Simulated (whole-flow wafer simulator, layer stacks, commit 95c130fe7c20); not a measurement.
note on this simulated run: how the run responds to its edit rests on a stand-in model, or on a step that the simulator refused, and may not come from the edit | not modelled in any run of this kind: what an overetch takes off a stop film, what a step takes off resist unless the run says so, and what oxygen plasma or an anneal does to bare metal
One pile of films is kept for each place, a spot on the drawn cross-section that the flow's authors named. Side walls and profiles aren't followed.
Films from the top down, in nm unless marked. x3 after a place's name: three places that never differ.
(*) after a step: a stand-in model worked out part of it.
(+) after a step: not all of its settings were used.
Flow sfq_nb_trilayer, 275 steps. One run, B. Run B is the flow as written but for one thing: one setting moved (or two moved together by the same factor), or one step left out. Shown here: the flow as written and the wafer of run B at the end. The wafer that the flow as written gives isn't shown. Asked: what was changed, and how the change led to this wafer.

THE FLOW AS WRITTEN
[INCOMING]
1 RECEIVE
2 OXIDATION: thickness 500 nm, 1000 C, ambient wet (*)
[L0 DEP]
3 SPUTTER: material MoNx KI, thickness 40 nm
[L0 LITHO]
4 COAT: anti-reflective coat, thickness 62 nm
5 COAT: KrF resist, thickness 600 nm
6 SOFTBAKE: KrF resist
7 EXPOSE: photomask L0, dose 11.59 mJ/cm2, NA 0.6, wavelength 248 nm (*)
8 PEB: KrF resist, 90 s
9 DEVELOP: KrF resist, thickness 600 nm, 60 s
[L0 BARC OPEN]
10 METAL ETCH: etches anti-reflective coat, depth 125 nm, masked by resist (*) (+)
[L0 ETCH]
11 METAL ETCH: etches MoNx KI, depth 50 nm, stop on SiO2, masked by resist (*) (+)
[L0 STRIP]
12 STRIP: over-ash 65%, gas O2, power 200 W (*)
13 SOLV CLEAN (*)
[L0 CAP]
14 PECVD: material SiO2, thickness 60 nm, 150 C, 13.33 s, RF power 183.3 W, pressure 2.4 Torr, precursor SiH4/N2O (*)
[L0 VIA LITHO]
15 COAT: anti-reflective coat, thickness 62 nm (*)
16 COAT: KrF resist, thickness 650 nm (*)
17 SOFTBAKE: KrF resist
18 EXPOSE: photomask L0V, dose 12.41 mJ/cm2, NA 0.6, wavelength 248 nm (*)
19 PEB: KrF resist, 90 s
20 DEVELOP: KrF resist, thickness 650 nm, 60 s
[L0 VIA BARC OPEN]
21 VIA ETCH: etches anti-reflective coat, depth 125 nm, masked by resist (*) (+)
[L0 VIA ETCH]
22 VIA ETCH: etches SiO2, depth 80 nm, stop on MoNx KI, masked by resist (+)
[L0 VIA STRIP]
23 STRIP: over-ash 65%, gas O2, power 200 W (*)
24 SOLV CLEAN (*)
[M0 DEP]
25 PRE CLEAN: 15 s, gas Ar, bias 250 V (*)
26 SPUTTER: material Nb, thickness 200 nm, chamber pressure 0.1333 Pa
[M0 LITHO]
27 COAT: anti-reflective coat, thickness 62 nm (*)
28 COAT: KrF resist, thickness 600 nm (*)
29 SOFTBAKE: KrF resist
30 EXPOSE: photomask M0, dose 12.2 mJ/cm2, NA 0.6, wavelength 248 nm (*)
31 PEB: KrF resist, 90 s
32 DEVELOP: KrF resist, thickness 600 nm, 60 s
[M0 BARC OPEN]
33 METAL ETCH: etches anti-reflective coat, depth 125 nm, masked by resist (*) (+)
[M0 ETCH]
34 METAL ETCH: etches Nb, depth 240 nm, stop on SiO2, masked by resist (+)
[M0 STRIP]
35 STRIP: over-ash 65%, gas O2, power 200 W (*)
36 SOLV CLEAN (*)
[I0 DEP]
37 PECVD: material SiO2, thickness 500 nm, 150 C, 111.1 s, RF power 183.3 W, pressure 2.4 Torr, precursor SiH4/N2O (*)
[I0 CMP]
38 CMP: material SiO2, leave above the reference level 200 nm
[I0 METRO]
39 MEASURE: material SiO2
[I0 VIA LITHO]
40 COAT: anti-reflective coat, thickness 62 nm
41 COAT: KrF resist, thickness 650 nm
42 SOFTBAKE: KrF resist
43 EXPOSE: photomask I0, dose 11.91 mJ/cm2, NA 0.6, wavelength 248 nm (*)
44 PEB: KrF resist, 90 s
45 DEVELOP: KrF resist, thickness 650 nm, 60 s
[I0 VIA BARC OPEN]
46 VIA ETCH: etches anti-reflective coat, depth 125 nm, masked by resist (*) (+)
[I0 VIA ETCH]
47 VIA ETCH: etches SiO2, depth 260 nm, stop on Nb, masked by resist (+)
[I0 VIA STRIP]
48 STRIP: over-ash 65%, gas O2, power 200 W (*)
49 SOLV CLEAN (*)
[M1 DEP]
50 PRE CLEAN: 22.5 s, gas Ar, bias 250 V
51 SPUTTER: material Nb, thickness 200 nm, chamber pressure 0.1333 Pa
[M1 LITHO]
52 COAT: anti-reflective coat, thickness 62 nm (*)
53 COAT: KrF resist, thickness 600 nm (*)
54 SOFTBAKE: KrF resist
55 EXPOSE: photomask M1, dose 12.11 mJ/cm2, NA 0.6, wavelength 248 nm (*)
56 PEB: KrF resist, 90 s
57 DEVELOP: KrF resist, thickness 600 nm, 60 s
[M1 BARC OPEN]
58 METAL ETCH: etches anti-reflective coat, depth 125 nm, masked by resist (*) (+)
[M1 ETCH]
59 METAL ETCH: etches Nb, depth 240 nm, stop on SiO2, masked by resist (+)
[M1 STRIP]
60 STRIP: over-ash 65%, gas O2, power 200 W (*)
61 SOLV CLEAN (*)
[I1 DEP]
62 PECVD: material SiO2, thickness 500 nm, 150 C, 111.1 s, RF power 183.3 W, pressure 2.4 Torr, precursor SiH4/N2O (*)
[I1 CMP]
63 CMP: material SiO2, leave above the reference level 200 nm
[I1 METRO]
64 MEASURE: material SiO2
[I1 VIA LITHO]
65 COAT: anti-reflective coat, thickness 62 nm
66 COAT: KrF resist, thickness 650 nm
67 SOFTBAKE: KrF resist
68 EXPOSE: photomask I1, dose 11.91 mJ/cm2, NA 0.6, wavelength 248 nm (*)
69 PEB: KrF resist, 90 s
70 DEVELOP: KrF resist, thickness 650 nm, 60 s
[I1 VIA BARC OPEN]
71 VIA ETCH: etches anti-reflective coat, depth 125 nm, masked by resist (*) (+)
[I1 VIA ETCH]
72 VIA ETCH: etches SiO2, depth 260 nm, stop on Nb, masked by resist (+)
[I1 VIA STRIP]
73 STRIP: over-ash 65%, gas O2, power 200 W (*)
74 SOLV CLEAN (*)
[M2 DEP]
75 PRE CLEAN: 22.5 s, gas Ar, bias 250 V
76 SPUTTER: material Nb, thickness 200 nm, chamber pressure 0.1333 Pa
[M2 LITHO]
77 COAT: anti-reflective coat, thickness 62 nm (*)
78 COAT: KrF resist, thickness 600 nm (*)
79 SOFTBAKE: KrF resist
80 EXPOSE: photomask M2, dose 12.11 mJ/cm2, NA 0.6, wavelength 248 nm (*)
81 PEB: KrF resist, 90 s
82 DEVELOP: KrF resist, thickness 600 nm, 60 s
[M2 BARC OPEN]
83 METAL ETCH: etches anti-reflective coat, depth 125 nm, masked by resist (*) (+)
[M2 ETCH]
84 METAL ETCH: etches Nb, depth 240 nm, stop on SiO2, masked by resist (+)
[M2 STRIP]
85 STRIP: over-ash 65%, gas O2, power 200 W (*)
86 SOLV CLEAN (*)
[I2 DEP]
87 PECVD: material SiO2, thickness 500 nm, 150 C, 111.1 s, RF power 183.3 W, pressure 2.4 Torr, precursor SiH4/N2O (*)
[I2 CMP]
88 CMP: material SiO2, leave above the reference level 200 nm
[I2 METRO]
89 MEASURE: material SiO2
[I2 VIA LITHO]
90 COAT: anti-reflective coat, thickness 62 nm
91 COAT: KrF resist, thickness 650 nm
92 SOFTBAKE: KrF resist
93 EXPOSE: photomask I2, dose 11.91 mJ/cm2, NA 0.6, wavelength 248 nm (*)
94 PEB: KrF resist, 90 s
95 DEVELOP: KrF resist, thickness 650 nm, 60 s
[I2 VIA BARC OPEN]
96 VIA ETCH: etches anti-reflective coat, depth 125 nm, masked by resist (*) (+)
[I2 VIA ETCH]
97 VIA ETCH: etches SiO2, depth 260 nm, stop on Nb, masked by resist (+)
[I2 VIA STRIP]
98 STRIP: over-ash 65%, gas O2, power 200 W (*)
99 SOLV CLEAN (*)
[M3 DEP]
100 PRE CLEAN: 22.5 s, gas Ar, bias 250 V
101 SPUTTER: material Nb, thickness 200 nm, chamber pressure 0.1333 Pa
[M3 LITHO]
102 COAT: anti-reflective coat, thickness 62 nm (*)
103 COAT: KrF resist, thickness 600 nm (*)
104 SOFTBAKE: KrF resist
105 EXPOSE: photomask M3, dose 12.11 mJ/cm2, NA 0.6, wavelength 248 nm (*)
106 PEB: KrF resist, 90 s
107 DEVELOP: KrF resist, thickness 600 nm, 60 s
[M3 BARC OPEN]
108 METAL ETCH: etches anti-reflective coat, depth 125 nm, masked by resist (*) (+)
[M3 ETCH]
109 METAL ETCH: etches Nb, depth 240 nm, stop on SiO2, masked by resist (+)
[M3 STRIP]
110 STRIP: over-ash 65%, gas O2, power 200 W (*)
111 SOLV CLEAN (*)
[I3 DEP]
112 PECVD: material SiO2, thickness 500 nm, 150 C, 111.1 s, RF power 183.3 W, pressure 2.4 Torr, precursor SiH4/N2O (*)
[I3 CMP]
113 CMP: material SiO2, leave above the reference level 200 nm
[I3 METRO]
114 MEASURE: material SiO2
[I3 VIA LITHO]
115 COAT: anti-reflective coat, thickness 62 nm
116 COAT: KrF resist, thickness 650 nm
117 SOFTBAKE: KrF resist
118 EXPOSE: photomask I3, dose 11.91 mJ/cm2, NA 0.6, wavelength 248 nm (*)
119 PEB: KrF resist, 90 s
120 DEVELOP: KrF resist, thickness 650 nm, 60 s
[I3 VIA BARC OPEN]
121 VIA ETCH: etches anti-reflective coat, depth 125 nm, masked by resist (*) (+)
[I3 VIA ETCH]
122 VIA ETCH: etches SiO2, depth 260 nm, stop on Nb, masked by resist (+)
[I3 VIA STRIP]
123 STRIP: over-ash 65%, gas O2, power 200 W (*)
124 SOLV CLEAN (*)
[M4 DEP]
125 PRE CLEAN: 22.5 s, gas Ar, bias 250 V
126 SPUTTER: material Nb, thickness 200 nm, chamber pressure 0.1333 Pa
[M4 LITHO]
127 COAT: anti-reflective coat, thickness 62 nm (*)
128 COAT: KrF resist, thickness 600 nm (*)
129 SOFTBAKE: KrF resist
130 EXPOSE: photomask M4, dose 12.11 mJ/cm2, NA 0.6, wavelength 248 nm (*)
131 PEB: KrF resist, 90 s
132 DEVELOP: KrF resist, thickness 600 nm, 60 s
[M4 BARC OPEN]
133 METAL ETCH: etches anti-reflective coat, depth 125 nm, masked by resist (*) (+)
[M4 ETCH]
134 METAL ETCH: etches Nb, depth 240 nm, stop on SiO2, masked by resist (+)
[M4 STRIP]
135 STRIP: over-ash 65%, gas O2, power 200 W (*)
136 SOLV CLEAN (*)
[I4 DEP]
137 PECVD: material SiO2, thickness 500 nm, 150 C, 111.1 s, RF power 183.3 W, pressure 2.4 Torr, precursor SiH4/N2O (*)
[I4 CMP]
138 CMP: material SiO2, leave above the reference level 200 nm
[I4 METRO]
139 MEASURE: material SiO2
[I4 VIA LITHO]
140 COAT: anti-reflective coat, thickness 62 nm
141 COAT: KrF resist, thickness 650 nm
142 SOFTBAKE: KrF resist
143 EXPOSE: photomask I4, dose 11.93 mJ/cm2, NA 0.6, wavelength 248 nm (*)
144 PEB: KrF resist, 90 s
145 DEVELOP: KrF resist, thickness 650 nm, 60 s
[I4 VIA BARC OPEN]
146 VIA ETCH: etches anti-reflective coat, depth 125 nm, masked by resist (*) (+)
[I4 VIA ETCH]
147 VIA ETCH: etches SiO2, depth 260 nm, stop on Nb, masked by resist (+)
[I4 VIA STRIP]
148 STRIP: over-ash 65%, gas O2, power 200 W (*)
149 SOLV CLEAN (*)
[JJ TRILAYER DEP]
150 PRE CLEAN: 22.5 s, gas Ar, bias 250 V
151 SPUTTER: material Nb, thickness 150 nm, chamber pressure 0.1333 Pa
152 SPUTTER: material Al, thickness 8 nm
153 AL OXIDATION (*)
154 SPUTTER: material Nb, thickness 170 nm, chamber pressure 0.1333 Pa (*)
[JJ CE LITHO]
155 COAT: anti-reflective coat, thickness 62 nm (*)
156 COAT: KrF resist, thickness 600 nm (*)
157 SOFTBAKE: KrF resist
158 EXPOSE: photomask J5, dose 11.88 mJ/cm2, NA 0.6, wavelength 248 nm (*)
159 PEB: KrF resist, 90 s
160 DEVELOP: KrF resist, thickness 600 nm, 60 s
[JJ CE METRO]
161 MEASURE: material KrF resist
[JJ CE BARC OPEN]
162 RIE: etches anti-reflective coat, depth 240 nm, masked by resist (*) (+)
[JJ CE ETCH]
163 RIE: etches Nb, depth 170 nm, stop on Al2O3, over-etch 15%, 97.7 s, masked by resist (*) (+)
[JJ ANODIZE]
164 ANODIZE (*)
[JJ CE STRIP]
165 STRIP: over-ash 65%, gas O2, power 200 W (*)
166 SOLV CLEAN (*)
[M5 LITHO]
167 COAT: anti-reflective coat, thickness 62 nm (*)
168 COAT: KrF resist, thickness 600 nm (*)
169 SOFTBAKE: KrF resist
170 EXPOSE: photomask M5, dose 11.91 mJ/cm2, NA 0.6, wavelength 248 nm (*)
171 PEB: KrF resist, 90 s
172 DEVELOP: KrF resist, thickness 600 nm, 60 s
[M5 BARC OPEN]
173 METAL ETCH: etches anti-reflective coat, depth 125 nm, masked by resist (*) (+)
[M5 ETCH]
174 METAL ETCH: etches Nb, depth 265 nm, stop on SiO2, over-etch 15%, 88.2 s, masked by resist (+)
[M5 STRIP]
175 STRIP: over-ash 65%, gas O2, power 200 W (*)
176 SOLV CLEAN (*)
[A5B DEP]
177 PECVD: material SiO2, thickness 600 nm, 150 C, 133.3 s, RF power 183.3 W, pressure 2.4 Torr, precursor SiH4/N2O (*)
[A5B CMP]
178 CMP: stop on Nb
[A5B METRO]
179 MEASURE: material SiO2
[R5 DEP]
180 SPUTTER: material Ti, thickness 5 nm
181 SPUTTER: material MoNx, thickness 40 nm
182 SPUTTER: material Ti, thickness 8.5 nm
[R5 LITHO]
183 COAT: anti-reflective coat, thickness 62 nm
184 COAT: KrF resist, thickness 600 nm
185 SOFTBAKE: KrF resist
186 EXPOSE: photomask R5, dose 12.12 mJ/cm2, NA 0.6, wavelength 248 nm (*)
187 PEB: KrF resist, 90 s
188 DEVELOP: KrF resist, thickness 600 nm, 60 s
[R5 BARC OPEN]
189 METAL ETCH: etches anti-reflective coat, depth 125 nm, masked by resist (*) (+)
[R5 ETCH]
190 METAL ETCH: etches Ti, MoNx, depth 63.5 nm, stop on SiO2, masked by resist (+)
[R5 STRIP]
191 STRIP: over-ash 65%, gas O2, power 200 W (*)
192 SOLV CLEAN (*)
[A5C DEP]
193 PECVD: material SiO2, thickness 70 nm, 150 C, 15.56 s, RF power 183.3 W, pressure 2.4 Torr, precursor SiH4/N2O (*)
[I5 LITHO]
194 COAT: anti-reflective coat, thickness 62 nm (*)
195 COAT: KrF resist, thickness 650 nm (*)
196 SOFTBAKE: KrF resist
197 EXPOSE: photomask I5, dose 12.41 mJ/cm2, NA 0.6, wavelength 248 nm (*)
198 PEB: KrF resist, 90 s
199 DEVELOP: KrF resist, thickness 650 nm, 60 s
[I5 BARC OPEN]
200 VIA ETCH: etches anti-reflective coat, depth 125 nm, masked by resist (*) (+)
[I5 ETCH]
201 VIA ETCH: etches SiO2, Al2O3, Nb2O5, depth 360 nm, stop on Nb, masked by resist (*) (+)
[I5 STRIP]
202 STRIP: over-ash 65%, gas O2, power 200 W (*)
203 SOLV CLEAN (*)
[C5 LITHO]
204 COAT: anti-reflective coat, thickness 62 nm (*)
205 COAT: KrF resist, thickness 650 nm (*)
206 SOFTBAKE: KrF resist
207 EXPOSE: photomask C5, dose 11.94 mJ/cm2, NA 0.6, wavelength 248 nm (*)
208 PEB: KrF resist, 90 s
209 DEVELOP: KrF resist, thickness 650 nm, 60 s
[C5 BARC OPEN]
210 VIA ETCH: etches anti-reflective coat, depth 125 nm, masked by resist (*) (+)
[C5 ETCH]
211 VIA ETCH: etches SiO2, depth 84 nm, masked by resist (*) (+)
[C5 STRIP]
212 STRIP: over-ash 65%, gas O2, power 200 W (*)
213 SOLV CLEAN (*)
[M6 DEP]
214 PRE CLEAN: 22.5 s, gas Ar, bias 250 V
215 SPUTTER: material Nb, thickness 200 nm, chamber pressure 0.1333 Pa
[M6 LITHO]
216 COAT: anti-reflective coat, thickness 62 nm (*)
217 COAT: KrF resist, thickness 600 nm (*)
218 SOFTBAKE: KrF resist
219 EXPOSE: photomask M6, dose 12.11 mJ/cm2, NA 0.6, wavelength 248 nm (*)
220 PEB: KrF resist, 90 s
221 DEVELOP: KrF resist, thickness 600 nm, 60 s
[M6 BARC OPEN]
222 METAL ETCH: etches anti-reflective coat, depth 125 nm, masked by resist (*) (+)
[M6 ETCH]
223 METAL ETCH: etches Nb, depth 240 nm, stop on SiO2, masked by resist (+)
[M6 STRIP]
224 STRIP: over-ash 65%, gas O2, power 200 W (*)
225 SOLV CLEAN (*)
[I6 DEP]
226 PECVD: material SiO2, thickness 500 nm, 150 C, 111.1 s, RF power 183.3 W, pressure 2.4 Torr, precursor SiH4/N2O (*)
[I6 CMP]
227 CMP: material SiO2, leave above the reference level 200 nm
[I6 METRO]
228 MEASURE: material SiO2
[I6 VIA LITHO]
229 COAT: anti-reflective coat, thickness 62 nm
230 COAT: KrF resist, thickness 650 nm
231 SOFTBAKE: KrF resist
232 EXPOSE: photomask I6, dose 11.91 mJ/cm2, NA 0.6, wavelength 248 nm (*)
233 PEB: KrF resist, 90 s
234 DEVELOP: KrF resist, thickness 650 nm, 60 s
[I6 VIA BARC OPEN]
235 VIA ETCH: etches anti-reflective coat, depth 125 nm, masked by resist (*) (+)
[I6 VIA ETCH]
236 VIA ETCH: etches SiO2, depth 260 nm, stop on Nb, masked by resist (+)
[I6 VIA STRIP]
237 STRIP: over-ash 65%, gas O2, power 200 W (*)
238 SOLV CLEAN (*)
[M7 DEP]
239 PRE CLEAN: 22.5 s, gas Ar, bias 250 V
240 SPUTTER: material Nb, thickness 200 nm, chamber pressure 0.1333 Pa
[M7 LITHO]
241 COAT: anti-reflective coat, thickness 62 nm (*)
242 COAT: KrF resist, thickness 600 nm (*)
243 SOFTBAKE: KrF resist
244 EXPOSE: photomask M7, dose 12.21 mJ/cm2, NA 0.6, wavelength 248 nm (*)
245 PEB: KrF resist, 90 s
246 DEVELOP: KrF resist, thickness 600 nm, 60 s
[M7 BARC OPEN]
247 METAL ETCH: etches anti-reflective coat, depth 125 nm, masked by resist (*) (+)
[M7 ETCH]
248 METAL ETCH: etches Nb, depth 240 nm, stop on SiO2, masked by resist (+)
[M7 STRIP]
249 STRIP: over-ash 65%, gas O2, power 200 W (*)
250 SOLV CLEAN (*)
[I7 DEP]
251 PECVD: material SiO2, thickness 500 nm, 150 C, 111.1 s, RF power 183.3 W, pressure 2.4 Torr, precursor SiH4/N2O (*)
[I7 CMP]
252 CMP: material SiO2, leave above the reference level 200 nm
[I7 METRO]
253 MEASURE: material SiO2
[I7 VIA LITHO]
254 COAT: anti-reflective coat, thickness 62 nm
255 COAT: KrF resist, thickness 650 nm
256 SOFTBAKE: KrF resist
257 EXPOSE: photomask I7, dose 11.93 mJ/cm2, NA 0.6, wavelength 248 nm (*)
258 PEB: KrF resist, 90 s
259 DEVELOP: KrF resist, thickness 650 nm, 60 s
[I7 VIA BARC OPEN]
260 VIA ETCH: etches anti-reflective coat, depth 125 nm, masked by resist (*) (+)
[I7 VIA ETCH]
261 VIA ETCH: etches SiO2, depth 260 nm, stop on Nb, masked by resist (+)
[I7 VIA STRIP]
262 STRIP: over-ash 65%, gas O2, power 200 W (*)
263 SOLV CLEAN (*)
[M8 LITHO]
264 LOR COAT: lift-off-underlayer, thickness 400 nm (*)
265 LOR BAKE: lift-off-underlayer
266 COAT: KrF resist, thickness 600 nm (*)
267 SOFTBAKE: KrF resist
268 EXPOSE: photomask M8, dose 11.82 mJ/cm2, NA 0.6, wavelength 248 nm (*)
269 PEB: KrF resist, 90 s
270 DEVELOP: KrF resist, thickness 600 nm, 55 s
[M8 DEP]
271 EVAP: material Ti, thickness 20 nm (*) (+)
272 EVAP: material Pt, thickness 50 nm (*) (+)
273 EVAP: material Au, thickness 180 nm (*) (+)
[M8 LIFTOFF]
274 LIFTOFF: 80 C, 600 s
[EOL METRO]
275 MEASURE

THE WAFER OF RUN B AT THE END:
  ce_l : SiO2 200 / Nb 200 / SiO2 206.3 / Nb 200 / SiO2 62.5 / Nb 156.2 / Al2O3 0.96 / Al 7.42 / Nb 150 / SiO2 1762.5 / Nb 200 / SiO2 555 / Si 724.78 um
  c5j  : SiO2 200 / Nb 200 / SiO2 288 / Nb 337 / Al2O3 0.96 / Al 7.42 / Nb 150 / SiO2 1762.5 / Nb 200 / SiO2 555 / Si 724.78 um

The cause: step 190, METAL ETCH: depth 67.31 nm was run, where the flow has depth 63.5 nm.

How the change led to this, step by step:
  190 METAL ETCH: etches Ti, MoNx, depth 63.5 nm, stop on SiO2, masked by resist (+)
      be_r, r_sur, res, r_end, r5r_line_l, r5r_line_c, r5r_line_r: KrF resist -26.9 (as written it would be: KrF resist -25.4)
      ce_l, c5j, ce_r, wl_jj: Ti -8.5 (all of it), MoNx -40 (all of it), Ti -5 (all of it), Nb -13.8 (as written it would be: Ti -8.5 (all of it), MoNx -40 (all of it), Ti -5 (all of it), Nb -10)
  194 COAT: anti-reflective coat, thickness 62 nm (*)
      ce_l: anti-reflective coat +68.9 (new film) (as written it would be: anti-reflective coat +67.2 (new film))
      ce_r: anti-reflective coat +69.7 (new film) (as written it would be: anti-reflective coat +68.1 (new film))
  202 STRIP: over-ash 65%, gas O2, power 200 W (*)
      ce_l: KrF resist -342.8 (all of it), anti-reflective coat -68.9 (all of it) (as written it would be: KrF resist -341.5 (all of it), anti-reflective coat -67.2 (all of it))
      ce_r: KrF resist -347.5 (all of it), anti-reflective coat -69.7 (all of it) (as written it would be: KrF resist -346.1 (all of it), anti-reflective coat -68.1 (all of it))
  204 COAT: anti-reflective coat, thickness 62 nm (*)
      ce_l: anti-reflective coat +67.7 (new film) (as written it would be: anti-reflective coat +66 (new film))
      ce_r: anti-reflective coat +68.9 (new film) (as written it would be: anti-reflective coat +67.2 (new film))
  212 STRIP: over-ash 65%, gas O2, power 200 W (*)
      ce_l: KrF resist -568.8 (all of it), anti-reflective coat -67.7 (all of it) (as written it would be: KrF resist -567.4 (all of it), anti-reflective coat -66 (all of it))
      ce_r: KrF resist -575.1 (all of it), anti-reflective coat -68.9 (all of it) (as written it would be: KrF resist -573.7 (all of it), anti-reflective coat -67.2 (all of it))
  216 COAT: anti-reflective coat, thickness 62 nm (*)
      ce_l: anti-reflective coat +49.2 (new film) (as written it would be: anti-reflective coat +48 (new film))
      ce_r: anti-reflective coat +50 (new film) (as written it would be: anti-reflective coat +48.8 (new film))
  224 STRIP: over-ash 65%, gas O2, power 200 W (*)
      ce_l: KrF resist -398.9 (all of it), anti-reflective coat -49.2 (all of it) (as written it would be: KrF resist -397.1 (all of it), anti-reflective coat -48 (all of it))
      ce_r: KrF resist -405.3 (all of it), anti-reflective coat -50 (all of it) (as written it would be: KrF resist -403.5 (all of it), anti-reflective coat -48.8 (all of it))
